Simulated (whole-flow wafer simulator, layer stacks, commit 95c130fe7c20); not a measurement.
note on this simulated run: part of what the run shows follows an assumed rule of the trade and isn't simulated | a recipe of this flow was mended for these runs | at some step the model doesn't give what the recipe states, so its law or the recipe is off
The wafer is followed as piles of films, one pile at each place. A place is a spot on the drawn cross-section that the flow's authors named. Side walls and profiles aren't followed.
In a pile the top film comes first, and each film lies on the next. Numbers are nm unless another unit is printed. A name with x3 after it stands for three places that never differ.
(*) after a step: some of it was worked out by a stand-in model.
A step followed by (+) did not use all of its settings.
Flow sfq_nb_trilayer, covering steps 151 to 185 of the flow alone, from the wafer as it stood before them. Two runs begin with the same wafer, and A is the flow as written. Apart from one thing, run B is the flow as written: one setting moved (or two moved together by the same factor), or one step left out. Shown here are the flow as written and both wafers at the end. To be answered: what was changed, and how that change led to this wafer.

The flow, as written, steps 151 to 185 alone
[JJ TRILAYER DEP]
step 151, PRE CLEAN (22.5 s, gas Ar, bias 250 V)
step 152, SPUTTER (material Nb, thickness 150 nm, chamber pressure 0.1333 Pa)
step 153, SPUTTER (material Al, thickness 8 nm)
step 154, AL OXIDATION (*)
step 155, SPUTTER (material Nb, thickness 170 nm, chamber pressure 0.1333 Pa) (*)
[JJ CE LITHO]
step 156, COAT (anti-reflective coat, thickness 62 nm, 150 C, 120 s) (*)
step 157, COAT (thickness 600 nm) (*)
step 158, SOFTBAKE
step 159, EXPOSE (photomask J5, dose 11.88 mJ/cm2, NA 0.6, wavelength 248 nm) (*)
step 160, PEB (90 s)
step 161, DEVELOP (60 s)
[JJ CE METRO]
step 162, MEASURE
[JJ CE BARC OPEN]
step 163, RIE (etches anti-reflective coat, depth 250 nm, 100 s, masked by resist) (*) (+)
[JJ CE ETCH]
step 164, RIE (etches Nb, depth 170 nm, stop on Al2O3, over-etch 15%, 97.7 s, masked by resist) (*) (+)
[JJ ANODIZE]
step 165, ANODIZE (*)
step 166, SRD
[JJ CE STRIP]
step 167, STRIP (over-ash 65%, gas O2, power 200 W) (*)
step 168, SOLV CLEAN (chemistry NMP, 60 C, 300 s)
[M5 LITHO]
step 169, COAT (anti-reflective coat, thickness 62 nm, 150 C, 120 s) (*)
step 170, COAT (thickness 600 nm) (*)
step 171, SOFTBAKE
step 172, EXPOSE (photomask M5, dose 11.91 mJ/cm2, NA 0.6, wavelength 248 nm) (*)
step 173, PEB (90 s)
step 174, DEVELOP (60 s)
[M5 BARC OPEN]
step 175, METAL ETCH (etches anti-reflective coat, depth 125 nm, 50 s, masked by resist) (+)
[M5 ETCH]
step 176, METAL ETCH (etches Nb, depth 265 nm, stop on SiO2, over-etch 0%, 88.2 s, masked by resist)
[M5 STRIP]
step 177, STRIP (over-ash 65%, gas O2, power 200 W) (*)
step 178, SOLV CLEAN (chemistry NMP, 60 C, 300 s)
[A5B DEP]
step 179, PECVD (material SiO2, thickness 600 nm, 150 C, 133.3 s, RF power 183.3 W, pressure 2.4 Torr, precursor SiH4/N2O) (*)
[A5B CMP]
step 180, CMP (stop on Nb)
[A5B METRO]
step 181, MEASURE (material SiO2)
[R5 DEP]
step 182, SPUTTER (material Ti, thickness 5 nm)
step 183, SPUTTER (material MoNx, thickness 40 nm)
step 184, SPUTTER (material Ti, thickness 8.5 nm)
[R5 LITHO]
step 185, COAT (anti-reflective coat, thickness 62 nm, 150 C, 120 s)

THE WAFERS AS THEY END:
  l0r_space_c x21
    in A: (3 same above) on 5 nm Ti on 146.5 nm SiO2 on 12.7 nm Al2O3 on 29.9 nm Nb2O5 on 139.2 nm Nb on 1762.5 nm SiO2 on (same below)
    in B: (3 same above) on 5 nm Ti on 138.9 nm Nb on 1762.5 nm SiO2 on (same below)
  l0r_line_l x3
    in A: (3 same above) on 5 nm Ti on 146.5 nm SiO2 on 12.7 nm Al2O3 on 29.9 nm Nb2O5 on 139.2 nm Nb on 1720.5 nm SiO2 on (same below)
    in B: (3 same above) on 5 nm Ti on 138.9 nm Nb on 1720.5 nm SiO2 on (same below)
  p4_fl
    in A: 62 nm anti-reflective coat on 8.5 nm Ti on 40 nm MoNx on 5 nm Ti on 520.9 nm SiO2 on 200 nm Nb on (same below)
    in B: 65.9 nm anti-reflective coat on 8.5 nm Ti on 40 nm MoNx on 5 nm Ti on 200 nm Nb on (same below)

The reason: step 155, SPUTTER: material Nb, thickness 170 nm, chamber pressure 0.1333 Pa (*), was not run.

Step by step, how the change led to this:
  step 156, COAT (anti-reflective coat, thickness 62 nm, 150 C, 120 s) (*)
      via_wl, via_wr: A anti-reflective coat gains 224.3 (new film) | B anti-reflective coat gains 190.4 (new film)
      via_w: A anti-reflective coat gains 97.3 (new film) | B anti-reflective coat gains 89 (new film)
  step 157, COAT (thickness 600 nm) (*)
      via_w: A KrF-resist-other-grade gains 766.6 (new film) | B KrF-resist-other-grade gains 748.6 (new film)
  step 161, DEVELOP (60 s)
      via_w: A KrF-resist-other-grade loses 764.9 (all of it) | B KrF-resist-other-grade loses 747 (all of it)
  step 163, RIE (etches anti-reflective coat, depth 250 nm, 100 s, masked by resist) (*) (+)
      via_wl, via_wr: A anti-reflective coat loses 224.3 (all of it) | B anti-reflective coat loses 190.4 (all of it), Al2O3 loses 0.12
      via_w: A anti-reflective coat loses 97.3 (all of it) | B anti-reflective coat loses 89 (all of it), Al2O3 loses 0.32
  step 164, RIE (etches Nb, depth 170 nm, stop on Al2O3, over-etch 15%, 97.7 s, masked by resist) (*) (+)
      field_l, be, be_sur and 92 more: A Nb loses 170 (all of it), Al2O3 loses 0.51 | B Al2O3 loses 0.58 (all of it)
      via_wl, via_wr: A Nb loses 139.9 (all of it), Al2O3 loses 0.96 (all of it) | B Al2O3 loses 0.84 (all of it)
      (also at 5 further places)
  step 165, ANODIZE (*)
      field_l, v_sur, via_sp and 96 more: A Al2O3 gains 12.2, Nb2O5 gains 29.9 (new film), Al loses 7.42 (all of it), Nb loses 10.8 | B Al2O3 gains 12.2 (new film), Nb2O5 gains 30.7 (new film), Al loses 7.42 (all of it), Nb loses 11.1
  step 169, COAT (anti-reflective coat, thickness 62 nm, 150 C, 120 s) (*)
      ce_l, ce_r: A anti-reflective coat gains 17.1 (new film) | B anti-reflective coat gains 75.1 (new film)
      wl_j_sl, wl_j_sr: A anti-reflective coat gains 110.7 (new film) | B anti-reflective coat gains 54.6 (new film)
      (also at 18 further places)
  step 170, COAT (thickness 600 nm) (*)
      be_sur: A KrF-resist-other-grade gains 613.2 (new film) | B KrF-resist-other-grade gains 596.5 (new film)
      gap: A KrF-resist-other-grade gains 618 (new film) | B KrF-resist-other-grade gains 598.1 (new film)
      (also at 12 further places)
  step 174, DEVELOP (60 s)
      r_sur: A KrF-resist-other-grade loses 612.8 (all of it) | B KrF-resist-other-grade loses 596 (all of it)
      wl_a_sl: A KrF-resist-other-grade loses 619.6 (all of it) | B KrF-resist-other-grade loses 599 (all of it)
      (also at 1 further place)
  step 175, METAL ETCH (etches anti-reflective coat, depth 125 nm, 50 s, masked by resist) (+)
      r_sur: A anti-reflective coat loses 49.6 (all of it), Al2O3 loses 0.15 | B anti-reflective coat loses 61.8 (all of it), Al2O3 loses 0.13
      res: A anti-reflective coat loses 59.8 (all of it), Al2O3 loses 0.13 | B anti-reflective coat loses 62.2 (all of it), Al2O3 loses 0.13
      (also at 6 further places)
  step 176, METAL ETCH (etches Nb, depth 265 nm, stop on SiO2, over-etch 0%, 88.2 s, masked by resist)
      field_l, res, r_end and 47 more: A Al2O3 loses 12.6 (all of it), Nb2O5 loses 29.9 (all of it), Nb loses 139.2 (all of it), SiO2 loses 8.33 | B Al2O3 loses 12.1 (all of it), Nb2O5 loses 30.7 (all of it), Nb loses 138.9 (all of it), SiO2 loses 8.32
      r_sur, wl_a_sl, wl_a_m6: A Al2O3 loses 12.5 (all of it), Nb2O5 loses 29.9 (all of it), Nb loses 139.2 (all of it), SiO2 loses 8.33 | B Al2O3 loses 12.1 (all of it), Nb2O5 loses 30.7 (all of it), Nb loses 138.9 (all of it), SiO2 loses 8.32
  step 177, STRIP (over-ash 65%, gas O2, power 200 W) (*)
      wire: A KrF-resist-other-grade loses 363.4 (all of it), anti-reflective coat loses 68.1 (all of it) | B KrF-resist-other-grade loses 363.4 (all of it), anti-reflective coat loses 65.9 (all of it)
      be: A KrF-resist-other-grade loses 373.6 (all of it), anti-reflective coat loses 59.5 (all of it) | B KrF-resist-other-grade loses 368.9 (all of it), anti-reflective coat loses 61.7 (all of it)
      (also at 12 further places)
  step 180, CMP (stop on Nb)
      v_sur, via_sp, via_v and 43 more: A SiO2 loses 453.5 | B SiO2 loses 600 (all of it), Al2O3 loses 12.2 (all of it), Nb2O5 loses 30.7 (all of it)
      lsp_m, ln_m6, p4_fl and 23 more: A SiO2 loses 263.3 | B SiO2 loses 784.2 (all of it)
      (also at 34 further places)
  step 182, SPUTTER (material Ti, thickness 5 nm)
      via_wl, via_wr: A Ti gains 5 (new film) | B Ti gains 3.28 (new film)
      r_sur: A Ti gains 5 (new film) | B Ti gains 3.65 (new film)
      (also at 1 further place)
  step 183, SPUTTER (material MoNx, thickness 40 nm)
      lsp_m, ln_m6, lsp_r, l0_sur, l0v: A MoNx gains 40 (new film) | B MoNx gains 37.6 (new film)
      via_wl, via_wr: A MoNx gains 40 (new film) | B MoNx gains 26.7 (new film)
      (also at 4 further places)
  step 184, SPUTTER (material Ti, thickness 8.5 nm)
      lsp_m, ln_m6, lsp_r, l0_sur, l0v: A Ti gains 8.5 (new film) | B Ti gains 7.92 (new film)
      via_wl, via_wr: A Ti gains 8.5 (new film) | B Ti gains 5.37 (new film)
      (also at 3 further places)
  step 185, COAT (anti-reflective coat, thickness 62 nm, 150 C, 120 s)
      via_w, c5j: A anti-reflective coat gains 62 (new film) | B anti-reflective coat gains 35.3 (new film)
      p4_fl, p4_w1: A anti-reflective coat gains 62 (new film) | B anti-reflective coat gains 65.9 (new film)
      (also at 69 further places)
With metal films that touch counted as one body, l0r_space_c x21 has 2 bodies (between them, from the top down: SiO2 1762.5); the flow as written gives 3 bodies (between them, from the top down: SiO2 146.5 / Al2O3 12.7 / Nb2O5 29.9; SiO2 1762.5).
With metal films that touch counted as one body, l0r_line_l x3 has 3 bodies (between them, from the top down: SiO2 1720.5; SiO2 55); the flow as written gives 4 bodies (between them, from the top down: SiO2 146.5 / Al2O3 12.7 / Nb2O5 29.9; SiO2 1720.5; SiO2 55).
With metal films that touch counted as one body, p4_fl has 2 bodies (between them, from the top down: SiO2 1370); the flow as written gives 3 bodies (between them, from the top down: SiO2 520.9; SiO2 1370).
